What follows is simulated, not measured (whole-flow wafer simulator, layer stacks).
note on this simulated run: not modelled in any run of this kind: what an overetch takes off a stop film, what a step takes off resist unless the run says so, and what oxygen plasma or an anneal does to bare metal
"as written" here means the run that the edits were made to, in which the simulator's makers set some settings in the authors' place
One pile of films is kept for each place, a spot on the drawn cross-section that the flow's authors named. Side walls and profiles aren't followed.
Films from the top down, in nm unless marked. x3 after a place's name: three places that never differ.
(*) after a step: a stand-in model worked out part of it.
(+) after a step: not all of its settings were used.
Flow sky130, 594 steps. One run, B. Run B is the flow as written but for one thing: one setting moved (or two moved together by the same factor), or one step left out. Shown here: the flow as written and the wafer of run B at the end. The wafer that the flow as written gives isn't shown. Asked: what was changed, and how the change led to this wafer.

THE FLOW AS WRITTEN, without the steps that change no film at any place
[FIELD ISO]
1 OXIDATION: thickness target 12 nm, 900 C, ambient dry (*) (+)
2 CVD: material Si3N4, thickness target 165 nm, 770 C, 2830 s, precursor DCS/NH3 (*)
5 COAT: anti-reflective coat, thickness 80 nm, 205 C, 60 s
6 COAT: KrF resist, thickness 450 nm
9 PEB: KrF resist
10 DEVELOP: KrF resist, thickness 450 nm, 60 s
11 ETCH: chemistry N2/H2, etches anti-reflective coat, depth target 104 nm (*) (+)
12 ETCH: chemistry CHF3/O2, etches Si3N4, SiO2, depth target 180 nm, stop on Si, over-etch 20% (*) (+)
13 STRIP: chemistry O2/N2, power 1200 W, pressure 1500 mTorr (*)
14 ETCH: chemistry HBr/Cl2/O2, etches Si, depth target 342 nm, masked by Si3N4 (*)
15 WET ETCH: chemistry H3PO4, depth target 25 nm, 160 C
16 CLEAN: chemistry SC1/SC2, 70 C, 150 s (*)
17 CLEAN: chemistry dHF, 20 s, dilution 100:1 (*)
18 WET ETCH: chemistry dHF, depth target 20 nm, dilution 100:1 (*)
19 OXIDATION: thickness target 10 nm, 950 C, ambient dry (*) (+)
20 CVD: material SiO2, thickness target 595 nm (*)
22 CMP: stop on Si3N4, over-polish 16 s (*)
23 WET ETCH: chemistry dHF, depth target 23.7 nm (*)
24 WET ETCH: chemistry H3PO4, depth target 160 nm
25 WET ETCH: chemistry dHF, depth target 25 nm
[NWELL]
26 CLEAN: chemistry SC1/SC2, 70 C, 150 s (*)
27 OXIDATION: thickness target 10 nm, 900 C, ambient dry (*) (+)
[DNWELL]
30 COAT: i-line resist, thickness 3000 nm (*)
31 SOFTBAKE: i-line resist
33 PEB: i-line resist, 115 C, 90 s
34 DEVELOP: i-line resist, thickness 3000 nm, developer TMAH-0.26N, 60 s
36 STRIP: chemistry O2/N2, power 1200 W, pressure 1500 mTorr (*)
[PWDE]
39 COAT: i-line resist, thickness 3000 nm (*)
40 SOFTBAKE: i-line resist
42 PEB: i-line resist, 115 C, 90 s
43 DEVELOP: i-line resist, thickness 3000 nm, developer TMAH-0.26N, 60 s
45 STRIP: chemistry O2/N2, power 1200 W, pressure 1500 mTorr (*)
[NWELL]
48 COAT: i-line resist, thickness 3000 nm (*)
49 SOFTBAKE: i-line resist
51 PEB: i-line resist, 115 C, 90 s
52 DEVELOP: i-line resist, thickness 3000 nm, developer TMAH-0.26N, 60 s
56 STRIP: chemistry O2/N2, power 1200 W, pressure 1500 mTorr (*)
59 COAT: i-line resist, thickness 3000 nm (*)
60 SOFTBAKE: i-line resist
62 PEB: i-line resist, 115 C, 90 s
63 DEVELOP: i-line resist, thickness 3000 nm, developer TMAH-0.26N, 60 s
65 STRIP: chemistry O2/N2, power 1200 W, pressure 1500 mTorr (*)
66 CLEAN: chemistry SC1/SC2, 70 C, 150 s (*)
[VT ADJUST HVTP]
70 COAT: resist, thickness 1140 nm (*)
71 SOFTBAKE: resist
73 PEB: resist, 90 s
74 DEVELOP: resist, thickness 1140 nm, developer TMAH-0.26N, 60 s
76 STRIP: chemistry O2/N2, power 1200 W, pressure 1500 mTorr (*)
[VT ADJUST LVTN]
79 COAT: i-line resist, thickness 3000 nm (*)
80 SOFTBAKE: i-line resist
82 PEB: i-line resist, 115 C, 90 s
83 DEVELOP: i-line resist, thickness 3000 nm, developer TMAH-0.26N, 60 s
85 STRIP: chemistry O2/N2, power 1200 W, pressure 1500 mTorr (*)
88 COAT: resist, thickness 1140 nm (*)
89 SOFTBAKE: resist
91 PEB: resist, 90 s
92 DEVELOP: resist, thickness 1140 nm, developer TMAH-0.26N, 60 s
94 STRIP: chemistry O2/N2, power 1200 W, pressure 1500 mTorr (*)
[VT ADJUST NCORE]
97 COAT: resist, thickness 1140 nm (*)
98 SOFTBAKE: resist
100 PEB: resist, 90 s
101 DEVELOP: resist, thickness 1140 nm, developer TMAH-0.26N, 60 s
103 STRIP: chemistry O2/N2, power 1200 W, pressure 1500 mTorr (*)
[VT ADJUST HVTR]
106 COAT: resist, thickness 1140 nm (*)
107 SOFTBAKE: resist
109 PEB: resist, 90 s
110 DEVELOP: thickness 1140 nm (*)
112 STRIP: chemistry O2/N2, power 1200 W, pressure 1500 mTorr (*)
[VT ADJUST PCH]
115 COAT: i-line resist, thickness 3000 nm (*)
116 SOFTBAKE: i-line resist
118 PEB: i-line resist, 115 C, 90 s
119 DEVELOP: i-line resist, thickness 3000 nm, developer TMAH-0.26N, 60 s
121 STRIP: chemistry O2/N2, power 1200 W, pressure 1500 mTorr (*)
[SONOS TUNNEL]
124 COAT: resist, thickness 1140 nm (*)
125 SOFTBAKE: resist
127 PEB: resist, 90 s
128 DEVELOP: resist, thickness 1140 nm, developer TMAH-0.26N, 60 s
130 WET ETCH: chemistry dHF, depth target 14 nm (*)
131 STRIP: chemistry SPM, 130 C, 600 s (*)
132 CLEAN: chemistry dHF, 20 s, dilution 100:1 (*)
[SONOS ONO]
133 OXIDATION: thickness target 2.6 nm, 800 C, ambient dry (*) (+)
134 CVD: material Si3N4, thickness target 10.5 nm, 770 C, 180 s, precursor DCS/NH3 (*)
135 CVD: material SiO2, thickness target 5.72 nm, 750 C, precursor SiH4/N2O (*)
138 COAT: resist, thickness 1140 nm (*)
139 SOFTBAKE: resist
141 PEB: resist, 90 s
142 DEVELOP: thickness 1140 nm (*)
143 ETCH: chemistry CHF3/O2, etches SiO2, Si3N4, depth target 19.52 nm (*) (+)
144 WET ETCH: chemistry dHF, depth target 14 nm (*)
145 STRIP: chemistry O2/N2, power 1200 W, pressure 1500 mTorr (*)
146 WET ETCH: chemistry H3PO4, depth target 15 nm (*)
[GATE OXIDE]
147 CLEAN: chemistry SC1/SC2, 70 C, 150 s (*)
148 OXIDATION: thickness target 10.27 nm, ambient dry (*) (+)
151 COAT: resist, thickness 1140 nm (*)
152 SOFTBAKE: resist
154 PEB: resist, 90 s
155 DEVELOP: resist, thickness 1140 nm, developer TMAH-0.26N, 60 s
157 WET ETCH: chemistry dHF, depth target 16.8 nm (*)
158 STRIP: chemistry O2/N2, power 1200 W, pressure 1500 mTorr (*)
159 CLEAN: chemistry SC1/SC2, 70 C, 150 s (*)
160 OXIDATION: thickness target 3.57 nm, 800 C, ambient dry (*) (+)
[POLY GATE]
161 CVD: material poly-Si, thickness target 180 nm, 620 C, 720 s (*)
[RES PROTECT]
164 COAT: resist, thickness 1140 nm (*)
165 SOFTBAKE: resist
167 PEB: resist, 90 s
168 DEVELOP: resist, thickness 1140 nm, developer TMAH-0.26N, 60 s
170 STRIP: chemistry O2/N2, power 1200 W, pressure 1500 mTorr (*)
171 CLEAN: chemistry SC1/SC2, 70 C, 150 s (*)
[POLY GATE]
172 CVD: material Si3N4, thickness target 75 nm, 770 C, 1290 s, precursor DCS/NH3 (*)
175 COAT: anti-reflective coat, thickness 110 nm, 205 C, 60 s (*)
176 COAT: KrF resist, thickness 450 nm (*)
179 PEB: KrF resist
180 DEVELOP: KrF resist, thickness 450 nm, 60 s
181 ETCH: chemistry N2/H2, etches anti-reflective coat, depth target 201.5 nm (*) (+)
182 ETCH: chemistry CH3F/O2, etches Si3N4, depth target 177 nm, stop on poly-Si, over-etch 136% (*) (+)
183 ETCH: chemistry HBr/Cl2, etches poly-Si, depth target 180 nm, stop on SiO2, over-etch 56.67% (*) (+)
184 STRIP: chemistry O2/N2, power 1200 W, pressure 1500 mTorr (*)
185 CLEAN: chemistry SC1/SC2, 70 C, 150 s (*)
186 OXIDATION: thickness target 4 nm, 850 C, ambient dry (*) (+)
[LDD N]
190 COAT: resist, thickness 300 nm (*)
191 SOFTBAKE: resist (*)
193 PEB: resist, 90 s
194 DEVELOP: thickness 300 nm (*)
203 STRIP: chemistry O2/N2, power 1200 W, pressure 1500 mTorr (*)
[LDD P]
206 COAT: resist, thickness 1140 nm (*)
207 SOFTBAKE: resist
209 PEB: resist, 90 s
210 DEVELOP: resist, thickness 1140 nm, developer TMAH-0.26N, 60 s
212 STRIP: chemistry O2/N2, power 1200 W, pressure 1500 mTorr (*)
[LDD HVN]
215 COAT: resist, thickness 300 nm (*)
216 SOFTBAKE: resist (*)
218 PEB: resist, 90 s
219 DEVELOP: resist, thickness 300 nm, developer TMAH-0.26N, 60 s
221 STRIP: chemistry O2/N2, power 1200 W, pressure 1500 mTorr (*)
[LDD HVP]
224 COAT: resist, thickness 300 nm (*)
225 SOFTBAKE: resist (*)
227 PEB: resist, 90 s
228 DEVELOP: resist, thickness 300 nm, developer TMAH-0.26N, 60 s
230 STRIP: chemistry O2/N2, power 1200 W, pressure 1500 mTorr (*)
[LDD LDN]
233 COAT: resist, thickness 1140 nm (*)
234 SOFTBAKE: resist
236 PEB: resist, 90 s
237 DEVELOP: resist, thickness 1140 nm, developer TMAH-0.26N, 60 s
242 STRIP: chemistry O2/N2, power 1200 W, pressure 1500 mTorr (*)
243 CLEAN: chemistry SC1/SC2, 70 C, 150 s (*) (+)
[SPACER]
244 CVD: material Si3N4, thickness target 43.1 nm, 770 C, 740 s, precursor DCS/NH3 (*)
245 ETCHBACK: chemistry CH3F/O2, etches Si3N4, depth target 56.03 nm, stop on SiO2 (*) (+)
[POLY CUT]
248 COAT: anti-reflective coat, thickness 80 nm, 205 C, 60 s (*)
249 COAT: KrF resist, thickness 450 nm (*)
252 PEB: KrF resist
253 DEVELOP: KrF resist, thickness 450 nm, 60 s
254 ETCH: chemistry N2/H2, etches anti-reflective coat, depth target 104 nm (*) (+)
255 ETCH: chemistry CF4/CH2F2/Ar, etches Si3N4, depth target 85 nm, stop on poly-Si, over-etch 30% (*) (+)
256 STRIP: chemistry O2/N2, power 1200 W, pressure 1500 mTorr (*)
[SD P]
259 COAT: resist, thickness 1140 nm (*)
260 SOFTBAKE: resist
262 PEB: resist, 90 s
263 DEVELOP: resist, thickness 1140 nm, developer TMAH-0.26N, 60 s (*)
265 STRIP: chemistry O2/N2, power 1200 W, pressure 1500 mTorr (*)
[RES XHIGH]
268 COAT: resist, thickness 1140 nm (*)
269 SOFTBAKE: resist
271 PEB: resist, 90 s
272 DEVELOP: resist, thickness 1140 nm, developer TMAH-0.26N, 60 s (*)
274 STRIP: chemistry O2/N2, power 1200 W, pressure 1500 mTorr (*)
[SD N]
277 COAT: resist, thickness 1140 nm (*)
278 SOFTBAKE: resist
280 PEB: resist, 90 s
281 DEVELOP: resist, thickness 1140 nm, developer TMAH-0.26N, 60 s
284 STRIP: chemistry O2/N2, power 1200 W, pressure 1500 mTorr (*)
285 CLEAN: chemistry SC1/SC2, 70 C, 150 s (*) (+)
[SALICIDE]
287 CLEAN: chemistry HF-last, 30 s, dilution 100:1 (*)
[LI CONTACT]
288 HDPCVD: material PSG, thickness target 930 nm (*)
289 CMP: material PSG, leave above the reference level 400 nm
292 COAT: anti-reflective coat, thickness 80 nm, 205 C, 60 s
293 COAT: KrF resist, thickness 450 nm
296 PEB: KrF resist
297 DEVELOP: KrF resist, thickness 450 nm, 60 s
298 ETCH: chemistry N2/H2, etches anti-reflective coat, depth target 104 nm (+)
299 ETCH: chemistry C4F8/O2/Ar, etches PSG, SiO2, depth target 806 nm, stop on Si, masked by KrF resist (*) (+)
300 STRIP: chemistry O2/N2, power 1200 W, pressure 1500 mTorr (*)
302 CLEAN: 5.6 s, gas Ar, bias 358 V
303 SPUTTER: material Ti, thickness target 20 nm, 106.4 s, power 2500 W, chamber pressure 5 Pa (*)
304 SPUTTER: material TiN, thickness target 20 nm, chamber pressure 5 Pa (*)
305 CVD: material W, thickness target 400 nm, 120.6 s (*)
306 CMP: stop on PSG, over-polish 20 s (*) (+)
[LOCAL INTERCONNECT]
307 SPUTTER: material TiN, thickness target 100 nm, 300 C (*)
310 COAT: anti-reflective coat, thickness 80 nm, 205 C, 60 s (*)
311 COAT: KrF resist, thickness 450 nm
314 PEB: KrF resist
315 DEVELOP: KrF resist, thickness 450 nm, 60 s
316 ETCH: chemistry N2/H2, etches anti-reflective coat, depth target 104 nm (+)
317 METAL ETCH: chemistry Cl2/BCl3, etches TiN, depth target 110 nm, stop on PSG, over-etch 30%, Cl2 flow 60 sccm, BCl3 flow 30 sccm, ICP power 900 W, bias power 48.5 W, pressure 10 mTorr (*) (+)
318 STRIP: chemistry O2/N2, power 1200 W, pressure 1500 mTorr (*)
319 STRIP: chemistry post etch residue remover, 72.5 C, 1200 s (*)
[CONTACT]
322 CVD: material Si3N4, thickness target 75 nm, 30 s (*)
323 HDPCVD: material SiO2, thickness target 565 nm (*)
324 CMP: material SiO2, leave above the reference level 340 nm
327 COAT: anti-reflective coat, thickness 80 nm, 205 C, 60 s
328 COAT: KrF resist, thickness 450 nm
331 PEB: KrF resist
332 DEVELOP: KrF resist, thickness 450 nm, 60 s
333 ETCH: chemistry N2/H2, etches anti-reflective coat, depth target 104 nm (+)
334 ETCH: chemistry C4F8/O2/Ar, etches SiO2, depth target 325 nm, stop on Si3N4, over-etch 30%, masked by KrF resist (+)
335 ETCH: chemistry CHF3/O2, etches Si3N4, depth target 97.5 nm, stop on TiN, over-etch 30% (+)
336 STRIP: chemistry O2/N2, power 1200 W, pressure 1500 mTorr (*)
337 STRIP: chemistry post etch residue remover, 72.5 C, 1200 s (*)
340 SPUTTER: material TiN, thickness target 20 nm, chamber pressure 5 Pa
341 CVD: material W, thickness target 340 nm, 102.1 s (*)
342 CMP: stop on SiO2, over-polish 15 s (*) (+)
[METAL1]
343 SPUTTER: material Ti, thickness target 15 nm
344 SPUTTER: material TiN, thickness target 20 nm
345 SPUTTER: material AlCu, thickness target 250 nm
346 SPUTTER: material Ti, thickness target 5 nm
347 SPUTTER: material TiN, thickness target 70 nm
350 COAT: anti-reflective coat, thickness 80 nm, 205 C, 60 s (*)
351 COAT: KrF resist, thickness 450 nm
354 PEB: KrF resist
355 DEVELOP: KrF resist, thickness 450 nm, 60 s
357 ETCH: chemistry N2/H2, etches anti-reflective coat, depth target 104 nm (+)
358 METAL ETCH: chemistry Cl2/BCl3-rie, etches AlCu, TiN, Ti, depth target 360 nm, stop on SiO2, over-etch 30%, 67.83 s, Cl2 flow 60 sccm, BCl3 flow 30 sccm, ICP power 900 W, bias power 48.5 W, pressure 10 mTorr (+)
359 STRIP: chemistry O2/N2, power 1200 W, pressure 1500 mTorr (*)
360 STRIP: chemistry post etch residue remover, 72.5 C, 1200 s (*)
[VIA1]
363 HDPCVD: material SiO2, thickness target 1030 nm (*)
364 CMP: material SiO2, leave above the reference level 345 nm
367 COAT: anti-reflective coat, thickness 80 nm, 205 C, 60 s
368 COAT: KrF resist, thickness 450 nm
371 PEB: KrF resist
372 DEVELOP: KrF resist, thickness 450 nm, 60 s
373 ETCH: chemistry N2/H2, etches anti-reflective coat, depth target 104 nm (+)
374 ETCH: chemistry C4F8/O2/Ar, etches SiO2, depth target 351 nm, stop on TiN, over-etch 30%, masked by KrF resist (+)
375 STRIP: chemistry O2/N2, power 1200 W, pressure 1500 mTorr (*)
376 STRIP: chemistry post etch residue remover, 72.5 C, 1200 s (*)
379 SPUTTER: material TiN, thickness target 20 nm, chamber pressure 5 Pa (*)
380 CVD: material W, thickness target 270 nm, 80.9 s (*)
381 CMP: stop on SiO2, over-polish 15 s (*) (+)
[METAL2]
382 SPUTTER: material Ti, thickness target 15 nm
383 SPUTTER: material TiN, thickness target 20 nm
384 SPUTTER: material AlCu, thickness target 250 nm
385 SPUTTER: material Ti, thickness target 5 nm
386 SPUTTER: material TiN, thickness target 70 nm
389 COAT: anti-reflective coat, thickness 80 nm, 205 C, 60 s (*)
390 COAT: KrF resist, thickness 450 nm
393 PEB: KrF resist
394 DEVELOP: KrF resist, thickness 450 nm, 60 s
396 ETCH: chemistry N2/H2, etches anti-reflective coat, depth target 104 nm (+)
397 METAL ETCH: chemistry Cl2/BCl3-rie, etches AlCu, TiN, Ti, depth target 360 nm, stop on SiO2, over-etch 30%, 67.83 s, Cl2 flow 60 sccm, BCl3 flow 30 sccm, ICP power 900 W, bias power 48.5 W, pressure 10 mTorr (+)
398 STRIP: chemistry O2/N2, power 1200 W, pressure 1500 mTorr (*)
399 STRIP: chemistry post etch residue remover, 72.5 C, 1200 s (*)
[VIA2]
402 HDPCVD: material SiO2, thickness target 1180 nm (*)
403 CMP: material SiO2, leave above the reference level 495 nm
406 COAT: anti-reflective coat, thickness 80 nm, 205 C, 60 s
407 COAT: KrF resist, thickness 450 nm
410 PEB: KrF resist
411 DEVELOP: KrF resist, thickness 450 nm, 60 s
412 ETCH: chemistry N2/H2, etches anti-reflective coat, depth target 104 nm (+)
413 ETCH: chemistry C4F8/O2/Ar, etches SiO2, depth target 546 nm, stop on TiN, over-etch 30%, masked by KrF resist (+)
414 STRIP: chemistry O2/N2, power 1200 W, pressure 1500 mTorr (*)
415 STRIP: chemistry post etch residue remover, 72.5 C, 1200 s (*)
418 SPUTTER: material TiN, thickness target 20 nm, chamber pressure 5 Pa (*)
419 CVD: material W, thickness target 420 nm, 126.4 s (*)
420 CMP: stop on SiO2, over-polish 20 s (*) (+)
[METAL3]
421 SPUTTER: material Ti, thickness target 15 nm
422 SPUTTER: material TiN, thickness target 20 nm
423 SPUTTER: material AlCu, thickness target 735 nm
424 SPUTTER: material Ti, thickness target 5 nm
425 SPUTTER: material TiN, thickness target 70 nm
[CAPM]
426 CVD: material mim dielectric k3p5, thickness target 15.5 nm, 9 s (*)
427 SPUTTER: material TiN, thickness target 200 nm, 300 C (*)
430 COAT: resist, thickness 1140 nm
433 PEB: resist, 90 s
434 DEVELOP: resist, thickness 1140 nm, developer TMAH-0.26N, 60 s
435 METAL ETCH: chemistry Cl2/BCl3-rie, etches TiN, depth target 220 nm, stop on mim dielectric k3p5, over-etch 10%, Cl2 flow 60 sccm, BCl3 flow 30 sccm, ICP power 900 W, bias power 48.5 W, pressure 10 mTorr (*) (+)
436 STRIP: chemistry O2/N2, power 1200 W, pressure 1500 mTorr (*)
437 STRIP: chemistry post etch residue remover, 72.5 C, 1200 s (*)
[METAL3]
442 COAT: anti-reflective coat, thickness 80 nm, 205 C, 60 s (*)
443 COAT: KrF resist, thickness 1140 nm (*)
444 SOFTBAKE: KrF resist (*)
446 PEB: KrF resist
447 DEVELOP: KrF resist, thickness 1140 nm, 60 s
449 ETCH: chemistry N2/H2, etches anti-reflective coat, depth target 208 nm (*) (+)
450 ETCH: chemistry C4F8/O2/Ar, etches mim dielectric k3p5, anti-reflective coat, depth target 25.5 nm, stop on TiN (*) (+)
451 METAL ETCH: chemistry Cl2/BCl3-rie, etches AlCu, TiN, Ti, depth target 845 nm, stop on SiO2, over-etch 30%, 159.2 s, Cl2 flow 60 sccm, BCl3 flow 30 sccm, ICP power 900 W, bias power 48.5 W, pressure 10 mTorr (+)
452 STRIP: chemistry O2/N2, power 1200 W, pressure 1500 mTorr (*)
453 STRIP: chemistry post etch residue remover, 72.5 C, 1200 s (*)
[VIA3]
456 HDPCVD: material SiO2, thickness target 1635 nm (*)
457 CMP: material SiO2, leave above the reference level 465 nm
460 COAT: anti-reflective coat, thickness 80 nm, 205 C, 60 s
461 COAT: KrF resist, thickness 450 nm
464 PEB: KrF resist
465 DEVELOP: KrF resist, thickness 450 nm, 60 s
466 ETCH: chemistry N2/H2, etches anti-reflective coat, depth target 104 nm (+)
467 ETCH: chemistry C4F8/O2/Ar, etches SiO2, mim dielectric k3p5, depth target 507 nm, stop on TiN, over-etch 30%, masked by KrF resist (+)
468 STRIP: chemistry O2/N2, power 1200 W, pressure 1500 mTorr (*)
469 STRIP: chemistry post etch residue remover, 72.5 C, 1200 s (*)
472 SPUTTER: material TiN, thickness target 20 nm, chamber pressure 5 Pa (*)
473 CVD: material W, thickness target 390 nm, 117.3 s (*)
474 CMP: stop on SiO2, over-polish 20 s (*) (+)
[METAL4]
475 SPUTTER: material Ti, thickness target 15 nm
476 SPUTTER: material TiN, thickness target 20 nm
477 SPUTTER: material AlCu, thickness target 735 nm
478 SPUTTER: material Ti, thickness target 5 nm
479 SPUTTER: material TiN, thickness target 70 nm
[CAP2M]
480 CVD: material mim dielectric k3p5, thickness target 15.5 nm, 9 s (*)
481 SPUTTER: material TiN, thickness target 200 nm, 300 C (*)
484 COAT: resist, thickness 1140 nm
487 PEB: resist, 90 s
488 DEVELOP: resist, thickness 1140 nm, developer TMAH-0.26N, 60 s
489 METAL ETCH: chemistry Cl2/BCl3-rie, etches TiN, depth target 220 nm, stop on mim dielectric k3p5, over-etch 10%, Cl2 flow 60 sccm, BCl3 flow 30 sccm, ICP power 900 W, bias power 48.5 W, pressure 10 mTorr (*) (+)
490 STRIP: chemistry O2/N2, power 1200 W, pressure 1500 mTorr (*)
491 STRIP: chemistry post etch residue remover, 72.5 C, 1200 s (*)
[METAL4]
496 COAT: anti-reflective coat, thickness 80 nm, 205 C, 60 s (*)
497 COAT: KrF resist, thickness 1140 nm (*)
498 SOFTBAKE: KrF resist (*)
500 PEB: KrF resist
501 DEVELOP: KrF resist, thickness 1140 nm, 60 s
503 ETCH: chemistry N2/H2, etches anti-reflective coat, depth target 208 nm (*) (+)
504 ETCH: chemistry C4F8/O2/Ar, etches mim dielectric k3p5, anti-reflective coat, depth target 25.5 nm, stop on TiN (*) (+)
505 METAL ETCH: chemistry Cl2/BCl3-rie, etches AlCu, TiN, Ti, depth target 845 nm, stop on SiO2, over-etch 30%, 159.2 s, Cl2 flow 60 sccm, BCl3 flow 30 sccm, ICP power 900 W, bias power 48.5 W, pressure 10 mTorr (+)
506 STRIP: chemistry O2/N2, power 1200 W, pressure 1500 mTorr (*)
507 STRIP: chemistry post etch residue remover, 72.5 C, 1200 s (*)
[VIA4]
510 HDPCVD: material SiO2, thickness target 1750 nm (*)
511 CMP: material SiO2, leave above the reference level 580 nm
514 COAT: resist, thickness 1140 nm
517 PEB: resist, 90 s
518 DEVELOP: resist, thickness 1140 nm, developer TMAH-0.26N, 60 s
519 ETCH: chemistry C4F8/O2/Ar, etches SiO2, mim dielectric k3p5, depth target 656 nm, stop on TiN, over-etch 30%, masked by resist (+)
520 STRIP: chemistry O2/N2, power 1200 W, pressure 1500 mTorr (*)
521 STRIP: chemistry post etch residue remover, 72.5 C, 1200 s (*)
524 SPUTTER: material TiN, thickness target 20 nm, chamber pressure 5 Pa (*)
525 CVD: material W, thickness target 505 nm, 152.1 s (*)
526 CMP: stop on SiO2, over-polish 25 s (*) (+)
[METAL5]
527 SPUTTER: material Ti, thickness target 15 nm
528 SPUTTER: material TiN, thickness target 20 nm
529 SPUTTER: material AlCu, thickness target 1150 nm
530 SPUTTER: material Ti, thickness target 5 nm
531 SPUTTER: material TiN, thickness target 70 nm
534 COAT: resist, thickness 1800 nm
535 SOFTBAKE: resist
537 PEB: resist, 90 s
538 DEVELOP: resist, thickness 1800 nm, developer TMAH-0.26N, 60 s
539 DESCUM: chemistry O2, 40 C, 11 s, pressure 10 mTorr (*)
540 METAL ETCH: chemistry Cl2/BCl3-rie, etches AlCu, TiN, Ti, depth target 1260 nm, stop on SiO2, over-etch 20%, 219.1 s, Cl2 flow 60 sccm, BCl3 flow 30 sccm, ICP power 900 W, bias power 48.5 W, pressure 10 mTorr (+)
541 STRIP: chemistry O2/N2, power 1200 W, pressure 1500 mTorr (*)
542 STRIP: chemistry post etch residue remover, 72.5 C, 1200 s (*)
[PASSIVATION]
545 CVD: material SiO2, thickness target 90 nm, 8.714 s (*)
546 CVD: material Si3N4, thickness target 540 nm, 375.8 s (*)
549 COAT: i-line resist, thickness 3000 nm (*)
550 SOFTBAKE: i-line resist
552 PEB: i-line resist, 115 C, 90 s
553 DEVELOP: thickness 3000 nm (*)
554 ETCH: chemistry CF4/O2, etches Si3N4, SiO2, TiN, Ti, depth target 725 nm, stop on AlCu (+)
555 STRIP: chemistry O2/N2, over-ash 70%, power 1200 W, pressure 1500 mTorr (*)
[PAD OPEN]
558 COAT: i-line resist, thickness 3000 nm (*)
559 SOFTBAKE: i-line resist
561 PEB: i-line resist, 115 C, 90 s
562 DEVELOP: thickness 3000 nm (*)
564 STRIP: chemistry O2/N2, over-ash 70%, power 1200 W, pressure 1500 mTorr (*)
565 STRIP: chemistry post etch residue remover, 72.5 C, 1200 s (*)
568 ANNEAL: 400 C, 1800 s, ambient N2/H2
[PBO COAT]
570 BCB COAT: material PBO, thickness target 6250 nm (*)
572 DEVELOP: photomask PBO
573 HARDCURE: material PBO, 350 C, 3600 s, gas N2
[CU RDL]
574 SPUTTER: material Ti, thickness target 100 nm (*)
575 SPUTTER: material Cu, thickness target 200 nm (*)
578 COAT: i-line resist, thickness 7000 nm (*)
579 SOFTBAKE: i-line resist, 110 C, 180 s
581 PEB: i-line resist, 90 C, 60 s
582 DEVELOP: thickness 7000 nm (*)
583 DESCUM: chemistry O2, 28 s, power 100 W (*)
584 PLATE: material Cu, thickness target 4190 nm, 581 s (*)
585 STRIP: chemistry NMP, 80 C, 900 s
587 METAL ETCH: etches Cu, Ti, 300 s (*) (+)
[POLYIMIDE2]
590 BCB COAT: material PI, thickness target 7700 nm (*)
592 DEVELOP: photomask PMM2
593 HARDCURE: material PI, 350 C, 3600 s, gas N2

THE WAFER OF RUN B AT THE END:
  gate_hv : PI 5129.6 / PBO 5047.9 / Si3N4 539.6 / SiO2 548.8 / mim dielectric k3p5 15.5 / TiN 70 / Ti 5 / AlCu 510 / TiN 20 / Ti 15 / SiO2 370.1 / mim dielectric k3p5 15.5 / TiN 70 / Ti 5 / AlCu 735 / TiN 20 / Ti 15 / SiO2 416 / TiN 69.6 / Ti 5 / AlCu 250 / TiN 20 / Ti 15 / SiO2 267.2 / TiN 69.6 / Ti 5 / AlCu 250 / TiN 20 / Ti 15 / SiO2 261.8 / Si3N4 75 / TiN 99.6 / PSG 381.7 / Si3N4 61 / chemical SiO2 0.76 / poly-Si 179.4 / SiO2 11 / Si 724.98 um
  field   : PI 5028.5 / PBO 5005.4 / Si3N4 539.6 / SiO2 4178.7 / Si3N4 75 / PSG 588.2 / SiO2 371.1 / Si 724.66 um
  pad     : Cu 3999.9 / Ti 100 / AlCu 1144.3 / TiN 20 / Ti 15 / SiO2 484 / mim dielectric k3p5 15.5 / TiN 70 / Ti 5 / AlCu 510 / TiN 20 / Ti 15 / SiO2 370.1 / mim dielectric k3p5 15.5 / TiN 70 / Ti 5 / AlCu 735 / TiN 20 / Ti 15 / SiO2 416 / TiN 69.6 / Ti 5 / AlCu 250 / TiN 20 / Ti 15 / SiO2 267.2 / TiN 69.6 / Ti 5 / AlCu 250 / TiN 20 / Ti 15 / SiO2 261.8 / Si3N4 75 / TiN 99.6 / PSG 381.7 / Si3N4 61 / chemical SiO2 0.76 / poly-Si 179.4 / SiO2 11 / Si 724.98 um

The cause: step 477, SPUTTER: thickness target 510 nm was run, where the flow has thickness target 735 nm.
It can be read off the wafer: gate_hv has AlCu 510, and step 477 as written asks for 735 nm.

How the change led to this, step by step:
  477 SPUTTER: material AlCu, thickness target 735 nm
      field, active, n_well and 189 more: AlCu +510 (new film) (as written it would be: AlCu +735 (new film))
  505 METAL ETCH: chemistry Cl2/BCl3-rie, etches AlCu, TiN, Ti, depth target 845 nm, stop on SiO2, over-etch 30%, 159.2 s, Cl2 flow 60 sccm, BCl3 flow 30 sccm, ICP power 900 W, bias power 48.5 W, pressure 10 mTorr (+)
      field, active, gate and 70 more: TiN -70 (all of it), Ti -5 (all of it), AlCu -510 (all of it), TiN -20 (all of it), Ti -15 (all of it), SiO2 -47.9 (as written it would be: TiN -70 (all of it), Ti -5 (all of it), AlCu -735 (all of it), TiN -20 (all of it), Ti -15 (all of it), SiO2 -25.4)
      vpp_iso1, m1_ln, poly_licon and 11 more: TiN -70 (all of it), Ti -5 (all of it), AlCu -510 (all of it), TiN -20 (all of it), Ti -15 (all of it), SiO2 -47.8 (as written it would be: TiN -70 (all of it), Ti -5 (all of it), AlCu -735 (all of it), TiN -20 (all of it), Ti -15 (all of it), SiO2 -25.3)
      (and at 1 more place)
  511 CMP: material SiO2, leave above the reference level 580 nm
      field, active, gate and 76 more: SiO2 -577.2 (as written it would be: SiO2 -374.7)
      iso_guard__w1, mim_edge_gap, vpp_m3ln, rpo_hd, rpm_encl, via2_enc, rpm_encl_psd, iso_guard_nsd_tip: SiO2 -577.1 (as written it would be: SiO2 -374.6)
      (and at 1 more place)
